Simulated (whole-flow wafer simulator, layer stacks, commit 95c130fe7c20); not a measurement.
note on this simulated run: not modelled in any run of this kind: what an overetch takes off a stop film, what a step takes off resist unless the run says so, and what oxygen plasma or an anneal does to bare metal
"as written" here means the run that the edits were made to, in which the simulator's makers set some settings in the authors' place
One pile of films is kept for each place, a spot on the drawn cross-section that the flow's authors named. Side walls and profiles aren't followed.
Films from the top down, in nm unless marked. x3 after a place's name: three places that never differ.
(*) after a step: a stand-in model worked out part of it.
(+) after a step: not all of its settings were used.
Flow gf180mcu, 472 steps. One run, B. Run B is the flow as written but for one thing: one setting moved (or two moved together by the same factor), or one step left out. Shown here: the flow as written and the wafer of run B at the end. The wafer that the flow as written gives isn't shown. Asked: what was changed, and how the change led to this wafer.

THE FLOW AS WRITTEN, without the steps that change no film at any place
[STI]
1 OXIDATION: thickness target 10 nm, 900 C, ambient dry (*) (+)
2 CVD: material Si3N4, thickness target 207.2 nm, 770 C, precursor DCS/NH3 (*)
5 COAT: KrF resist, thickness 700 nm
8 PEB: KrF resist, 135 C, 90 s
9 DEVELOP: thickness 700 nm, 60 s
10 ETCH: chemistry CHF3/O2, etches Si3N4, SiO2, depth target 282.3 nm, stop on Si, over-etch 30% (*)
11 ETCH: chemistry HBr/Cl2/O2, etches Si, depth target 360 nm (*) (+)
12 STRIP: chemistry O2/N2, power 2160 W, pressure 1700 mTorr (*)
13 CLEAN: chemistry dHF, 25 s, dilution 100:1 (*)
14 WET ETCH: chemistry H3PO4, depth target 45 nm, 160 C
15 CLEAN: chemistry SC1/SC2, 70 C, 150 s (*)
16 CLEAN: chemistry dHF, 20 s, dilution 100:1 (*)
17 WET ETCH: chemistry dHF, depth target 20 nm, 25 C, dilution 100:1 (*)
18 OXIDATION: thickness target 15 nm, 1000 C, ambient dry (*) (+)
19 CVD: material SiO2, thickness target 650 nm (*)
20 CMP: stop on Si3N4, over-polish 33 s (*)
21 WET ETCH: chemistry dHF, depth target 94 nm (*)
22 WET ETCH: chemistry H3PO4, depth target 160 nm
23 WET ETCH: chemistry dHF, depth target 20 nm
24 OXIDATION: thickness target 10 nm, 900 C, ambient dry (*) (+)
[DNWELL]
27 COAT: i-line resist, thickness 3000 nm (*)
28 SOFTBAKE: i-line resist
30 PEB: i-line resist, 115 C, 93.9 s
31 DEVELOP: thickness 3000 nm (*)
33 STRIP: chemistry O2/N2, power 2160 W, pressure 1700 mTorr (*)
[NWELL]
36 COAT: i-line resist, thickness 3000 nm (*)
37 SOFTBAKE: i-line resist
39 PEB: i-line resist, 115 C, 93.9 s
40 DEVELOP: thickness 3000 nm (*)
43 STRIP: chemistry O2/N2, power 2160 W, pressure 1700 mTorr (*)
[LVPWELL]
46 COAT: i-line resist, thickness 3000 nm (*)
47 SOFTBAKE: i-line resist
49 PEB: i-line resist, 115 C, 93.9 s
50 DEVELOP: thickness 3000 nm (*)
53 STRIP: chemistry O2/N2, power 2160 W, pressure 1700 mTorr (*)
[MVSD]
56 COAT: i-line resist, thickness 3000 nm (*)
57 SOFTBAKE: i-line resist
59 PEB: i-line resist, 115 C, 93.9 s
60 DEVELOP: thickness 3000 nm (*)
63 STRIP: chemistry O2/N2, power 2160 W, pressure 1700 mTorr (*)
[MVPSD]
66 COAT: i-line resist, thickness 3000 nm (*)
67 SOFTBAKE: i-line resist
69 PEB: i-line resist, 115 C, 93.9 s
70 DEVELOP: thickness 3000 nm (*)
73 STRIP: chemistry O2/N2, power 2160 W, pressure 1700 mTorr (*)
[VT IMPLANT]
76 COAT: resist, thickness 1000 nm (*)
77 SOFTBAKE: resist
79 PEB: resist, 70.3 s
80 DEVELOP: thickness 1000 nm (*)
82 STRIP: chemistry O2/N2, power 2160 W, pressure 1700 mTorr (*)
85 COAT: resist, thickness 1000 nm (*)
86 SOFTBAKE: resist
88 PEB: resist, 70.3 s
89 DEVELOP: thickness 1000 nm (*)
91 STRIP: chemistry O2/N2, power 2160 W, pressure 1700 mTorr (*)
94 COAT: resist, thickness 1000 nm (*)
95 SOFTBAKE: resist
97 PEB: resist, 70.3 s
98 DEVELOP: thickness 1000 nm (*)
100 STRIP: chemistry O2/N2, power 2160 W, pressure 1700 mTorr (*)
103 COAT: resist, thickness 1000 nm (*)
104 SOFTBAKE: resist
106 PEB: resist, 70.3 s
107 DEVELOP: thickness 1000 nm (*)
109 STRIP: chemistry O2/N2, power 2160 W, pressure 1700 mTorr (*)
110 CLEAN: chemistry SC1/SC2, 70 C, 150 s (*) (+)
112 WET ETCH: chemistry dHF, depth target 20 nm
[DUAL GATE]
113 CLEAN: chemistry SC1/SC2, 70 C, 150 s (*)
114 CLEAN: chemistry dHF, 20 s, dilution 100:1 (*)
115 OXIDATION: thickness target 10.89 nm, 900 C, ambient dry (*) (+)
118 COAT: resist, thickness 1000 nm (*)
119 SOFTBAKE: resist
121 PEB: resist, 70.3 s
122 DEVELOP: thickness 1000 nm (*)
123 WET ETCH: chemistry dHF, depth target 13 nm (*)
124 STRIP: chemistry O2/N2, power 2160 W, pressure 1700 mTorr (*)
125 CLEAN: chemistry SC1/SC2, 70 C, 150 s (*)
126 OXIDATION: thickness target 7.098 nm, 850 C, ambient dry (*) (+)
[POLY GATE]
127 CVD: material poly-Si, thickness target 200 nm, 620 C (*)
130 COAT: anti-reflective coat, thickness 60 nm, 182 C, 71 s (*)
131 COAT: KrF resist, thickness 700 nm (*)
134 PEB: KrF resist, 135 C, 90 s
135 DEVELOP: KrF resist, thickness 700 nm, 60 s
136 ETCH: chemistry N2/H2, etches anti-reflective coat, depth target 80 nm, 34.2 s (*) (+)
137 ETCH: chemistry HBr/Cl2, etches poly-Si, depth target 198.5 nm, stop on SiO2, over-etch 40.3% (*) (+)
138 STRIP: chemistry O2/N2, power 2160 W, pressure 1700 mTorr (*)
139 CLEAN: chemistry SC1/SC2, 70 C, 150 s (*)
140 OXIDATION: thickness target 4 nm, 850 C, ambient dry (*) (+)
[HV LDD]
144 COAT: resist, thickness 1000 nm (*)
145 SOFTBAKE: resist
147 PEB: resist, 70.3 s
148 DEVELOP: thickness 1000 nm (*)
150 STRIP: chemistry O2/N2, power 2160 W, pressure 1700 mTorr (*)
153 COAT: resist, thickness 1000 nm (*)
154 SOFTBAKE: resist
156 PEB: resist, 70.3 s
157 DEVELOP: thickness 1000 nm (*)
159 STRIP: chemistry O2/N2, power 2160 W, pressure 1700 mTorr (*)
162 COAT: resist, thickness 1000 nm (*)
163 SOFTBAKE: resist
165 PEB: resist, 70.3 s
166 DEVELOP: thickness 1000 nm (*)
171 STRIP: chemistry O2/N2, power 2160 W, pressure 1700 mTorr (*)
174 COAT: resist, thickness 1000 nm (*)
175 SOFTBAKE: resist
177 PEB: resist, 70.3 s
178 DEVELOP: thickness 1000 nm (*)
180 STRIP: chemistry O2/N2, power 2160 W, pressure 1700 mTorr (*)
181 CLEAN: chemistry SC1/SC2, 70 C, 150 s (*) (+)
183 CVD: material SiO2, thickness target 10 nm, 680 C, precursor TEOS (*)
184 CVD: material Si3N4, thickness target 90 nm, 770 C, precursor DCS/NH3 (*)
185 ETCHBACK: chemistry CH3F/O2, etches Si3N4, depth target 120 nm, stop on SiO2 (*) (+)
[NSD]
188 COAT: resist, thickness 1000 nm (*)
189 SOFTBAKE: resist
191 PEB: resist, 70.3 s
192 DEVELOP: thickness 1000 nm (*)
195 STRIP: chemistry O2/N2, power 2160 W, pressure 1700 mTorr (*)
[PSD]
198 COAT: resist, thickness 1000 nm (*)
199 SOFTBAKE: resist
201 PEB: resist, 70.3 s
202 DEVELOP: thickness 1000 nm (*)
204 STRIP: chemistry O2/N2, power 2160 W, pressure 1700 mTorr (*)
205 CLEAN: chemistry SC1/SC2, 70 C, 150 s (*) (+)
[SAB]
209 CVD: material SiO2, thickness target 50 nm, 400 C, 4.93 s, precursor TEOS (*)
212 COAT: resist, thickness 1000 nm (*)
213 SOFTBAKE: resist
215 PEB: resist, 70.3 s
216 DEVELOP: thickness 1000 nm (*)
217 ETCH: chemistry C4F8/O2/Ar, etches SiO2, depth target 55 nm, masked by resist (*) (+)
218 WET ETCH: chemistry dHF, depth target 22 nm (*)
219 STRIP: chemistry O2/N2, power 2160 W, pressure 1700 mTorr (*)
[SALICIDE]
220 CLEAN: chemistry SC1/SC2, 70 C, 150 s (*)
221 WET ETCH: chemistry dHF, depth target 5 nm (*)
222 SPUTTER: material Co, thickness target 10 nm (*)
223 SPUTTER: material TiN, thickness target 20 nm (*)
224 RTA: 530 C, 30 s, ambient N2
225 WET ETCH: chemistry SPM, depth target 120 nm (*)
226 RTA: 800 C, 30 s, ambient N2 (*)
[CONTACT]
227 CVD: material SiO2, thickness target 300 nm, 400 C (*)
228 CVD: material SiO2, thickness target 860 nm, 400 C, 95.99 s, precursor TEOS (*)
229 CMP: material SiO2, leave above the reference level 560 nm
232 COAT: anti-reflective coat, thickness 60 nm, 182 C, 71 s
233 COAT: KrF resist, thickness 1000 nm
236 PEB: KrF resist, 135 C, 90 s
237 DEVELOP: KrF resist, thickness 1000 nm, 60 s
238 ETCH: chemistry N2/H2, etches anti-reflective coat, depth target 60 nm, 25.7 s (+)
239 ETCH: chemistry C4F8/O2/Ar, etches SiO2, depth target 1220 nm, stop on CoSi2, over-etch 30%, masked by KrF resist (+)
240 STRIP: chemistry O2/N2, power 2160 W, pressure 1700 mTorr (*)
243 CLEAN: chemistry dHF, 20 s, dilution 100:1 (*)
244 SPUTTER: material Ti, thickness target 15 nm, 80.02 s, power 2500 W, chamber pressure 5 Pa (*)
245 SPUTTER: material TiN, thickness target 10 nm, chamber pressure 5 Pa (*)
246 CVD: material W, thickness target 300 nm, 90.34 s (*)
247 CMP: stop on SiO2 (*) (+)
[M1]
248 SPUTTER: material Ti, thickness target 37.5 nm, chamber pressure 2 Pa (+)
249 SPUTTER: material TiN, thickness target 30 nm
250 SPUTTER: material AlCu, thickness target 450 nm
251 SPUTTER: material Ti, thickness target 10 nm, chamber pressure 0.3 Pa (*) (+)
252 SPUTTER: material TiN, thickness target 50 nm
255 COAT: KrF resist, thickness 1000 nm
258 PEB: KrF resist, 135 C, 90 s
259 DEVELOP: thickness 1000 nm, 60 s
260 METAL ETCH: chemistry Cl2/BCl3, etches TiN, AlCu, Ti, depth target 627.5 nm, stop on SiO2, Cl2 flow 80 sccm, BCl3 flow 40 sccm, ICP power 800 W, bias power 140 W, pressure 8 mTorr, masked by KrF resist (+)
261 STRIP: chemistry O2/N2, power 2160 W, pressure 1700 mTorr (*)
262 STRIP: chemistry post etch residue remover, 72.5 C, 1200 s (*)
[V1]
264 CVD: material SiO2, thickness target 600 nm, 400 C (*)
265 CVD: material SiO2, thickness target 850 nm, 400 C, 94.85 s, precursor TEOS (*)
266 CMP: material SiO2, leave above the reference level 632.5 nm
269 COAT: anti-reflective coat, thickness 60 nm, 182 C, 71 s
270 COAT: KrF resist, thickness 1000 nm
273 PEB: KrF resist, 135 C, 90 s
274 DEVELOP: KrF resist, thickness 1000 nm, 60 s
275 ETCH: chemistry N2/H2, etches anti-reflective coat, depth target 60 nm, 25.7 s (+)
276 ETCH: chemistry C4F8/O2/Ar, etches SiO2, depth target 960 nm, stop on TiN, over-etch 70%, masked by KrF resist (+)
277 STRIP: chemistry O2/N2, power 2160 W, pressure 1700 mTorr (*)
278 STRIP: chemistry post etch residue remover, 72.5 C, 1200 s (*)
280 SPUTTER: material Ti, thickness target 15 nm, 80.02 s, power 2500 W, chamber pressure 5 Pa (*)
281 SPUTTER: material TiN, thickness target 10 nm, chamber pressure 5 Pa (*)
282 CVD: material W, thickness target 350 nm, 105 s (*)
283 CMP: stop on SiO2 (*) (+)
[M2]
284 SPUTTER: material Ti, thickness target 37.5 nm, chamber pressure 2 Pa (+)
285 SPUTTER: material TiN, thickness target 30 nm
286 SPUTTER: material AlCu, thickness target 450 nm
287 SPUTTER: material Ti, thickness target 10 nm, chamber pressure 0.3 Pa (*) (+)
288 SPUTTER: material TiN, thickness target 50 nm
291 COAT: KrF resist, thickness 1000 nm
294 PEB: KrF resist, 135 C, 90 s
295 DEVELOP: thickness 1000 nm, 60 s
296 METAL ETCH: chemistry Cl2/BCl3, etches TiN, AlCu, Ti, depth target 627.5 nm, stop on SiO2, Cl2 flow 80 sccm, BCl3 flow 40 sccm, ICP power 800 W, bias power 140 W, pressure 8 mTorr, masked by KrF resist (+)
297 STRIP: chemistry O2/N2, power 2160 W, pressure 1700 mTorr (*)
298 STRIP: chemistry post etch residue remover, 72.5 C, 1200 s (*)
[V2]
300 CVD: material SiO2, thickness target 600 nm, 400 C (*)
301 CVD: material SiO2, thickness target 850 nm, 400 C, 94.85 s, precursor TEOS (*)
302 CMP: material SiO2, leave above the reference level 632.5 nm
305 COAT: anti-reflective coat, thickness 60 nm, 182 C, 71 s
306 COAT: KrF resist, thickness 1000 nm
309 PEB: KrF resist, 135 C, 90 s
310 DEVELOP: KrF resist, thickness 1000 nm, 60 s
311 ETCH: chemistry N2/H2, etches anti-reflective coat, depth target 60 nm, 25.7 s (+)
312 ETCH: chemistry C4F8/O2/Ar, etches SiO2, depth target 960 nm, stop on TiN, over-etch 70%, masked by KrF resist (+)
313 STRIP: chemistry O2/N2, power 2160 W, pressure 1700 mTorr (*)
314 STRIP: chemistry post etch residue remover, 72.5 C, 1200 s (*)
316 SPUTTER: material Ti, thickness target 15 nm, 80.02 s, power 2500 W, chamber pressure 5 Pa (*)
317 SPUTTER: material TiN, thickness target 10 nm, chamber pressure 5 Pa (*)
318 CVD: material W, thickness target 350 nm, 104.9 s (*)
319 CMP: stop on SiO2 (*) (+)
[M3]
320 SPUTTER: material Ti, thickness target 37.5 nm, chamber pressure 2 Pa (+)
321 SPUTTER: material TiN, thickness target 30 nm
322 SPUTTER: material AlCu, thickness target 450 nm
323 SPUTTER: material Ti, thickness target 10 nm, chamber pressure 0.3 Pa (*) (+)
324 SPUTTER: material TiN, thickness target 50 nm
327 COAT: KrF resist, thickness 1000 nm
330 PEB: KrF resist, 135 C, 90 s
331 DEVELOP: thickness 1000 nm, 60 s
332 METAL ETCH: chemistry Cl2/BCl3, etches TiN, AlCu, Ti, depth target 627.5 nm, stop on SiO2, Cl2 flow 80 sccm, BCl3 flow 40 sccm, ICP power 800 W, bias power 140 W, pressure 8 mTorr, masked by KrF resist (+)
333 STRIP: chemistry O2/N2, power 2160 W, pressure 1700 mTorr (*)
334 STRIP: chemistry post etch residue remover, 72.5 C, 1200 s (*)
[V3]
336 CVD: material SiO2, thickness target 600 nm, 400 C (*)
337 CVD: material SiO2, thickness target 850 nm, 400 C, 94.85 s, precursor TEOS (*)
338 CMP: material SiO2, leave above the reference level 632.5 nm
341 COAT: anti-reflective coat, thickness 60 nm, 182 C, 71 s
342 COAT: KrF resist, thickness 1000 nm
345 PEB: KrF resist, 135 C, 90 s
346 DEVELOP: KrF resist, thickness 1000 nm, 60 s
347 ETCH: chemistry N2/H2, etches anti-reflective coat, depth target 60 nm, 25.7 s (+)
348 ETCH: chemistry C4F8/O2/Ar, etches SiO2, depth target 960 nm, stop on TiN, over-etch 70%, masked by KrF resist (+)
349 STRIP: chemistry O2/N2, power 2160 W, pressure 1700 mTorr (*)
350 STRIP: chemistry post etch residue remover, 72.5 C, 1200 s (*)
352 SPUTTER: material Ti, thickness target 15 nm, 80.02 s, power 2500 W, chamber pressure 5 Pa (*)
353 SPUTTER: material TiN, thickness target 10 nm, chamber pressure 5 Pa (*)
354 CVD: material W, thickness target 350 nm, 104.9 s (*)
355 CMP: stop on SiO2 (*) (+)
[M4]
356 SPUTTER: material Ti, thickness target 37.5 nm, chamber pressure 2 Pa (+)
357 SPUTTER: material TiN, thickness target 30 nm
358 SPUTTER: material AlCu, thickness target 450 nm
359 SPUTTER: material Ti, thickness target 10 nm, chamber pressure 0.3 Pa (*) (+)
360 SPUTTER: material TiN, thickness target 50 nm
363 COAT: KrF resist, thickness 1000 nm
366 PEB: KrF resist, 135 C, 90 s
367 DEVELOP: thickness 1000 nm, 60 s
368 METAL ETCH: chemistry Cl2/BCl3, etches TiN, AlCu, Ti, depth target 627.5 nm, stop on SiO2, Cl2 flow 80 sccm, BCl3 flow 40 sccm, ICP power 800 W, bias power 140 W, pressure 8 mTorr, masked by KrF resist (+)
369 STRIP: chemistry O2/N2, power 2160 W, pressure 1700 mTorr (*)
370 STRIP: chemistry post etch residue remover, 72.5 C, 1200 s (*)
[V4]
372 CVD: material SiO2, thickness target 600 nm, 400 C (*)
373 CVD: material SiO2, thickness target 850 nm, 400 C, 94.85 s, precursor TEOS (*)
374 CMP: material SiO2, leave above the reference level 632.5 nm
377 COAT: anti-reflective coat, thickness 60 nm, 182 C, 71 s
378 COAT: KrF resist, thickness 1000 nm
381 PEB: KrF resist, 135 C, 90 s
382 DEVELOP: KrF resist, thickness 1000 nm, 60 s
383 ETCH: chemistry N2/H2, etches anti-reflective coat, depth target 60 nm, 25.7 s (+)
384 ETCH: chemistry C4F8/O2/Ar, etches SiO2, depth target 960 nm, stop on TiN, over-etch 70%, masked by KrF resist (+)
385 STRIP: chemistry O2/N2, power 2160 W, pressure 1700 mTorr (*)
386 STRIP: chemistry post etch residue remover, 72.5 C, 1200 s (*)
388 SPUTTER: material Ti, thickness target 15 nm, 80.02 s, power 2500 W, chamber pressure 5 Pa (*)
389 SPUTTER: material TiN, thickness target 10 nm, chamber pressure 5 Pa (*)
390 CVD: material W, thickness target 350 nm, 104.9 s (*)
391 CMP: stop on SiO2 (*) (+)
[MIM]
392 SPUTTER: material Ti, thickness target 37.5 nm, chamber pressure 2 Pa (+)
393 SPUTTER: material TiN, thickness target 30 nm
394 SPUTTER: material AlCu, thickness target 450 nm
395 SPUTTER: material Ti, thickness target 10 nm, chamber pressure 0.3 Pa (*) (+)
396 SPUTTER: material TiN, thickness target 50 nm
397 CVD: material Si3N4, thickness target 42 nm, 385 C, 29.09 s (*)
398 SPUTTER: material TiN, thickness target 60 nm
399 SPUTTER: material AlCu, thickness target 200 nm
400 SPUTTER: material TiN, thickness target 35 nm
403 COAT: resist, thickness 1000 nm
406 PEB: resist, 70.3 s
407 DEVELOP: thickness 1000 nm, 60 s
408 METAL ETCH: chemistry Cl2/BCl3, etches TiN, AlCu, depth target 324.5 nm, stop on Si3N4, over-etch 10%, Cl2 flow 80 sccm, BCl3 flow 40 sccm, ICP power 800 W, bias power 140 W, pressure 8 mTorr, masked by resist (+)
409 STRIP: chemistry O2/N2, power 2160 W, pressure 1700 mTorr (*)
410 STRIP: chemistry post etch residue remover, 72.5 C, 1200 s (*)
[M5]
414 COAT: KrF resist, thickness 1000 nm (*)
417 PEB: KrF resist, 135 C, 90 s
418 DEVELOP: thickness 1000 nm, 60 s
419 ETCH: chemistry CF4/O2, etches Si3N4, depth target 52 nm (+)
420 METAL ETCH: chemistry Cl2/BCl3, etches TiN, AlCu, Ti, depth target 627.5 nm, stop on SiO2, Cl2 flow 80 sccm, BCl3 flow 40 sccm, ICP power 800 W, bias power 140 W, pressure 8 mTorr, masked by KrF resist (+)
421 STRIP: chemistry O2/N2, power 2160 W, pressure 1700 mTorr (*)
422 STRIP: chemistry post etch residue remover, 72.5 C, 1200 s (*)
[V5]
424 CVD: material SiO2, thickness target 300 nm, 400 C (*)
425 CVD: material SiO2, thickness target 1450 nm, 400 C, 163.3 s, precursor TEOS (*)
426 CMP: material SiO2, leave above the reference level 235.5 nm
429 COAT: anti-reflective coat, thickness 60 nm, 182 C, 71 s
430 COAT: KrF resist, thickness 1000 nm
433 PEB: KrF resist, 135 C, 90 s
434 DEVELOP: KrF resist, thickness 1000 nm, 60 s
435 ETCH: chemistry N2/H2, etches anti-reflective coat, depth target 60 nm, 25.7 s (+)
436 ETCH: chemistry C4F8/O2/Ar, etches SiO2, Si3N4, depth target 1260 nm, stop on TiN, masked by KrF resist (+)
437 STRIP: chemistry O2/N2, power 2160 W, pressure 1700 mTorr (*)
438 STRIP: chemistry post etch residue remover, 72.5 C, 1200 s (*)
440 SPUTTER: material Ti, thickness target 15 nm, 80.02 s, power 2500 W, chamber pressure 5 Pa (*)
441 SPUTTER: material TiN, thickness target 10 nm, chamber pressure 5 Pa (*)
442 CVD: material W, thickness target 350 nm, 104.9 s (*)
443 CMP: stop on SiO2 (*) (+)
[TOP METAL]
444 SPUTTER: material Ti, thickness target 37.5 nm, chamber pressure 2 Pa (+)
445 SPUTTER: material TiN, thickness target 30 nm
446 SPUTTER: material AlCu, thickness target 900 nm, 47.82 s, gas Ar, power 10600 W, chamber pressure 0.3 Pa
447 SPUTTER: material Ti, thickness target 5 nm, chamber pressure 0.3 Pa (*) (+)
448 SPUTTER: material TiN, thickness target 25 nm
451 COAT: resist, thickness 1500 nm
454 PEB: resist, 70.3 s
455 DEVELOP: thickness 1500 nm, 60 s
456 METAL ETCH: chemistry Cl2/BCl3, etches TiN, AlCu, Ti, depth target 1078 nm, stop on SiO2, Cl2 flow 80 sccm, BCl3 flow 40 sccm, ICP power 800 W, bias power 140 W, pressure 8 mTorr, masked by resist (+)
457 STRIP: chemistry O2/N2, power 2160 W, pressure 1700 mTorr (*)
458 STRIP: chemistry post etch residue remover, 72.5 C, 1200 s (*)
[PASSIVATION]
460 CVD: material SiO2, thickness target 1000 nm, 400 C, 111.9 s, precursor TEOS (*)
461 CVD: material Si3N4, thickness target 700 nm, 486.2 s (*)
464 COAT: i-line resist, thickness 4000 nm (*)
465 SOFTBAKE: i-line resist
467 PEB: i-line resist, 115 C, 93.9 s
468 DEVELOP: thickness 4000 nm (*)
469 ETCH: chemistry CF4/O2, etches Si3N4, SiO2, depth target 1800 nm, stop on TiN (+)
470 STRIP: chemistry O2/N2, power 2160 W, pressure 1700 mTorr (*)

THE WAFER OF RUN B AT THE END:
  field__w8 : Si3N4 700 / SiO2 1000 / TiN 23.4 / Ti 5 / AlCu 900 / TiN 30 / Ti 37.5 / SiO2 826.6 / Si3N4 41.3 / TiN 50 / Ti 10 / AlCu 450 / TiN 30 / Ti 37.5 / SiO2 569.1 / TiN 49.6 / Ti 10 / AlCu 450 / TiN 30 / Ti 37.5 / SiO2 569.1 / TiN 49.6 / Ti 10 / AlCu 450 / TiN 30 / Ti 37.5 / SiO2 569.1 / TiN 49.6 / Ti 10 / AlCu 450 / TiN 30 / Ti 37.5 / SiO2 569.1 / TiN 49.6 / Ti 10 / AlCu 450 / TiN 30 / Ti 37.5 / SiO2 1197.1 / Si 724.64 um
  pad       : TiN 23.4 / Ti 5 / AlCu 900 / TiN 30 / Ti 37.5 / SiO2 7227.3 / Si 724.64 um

The cause: step 448, SPUTTER: thickness target 23.8 nm was run, where the flow has thickness target 25 nm.

How the change led to this, step by step:
  448 SPUTTER: material TiN, thickness target 25 nm
      field, field__w1, field__w2 and 109 more: TiN +23.8 (new film) (as written it would be: TiN +25 (new film))
  456 METAL ETCH: chemistry Cl2/BCl3, etches TiN, AlCu, Ti, depth target 1078 nm, stop on SiO2, Cl2 flow 80 sccm, BCl3 flow 40 sccm, ICP power 800 W, bias power 140 W, pressure 8 mTorr, masked by resist (+)
      field, field__w1, field__w2 and 103 more: TiN -23.8 (all of it), Ti -5 (all of it), AlCu -900 (all of it), TiN -30 (all of it), Ti -37.5 (all of it) (as written it would be: TiN -25 (all of it), Ti -5 (all of it), AlCu -900 (all of it), TiN -30 (all of it), Ti -37.5 (all of it))
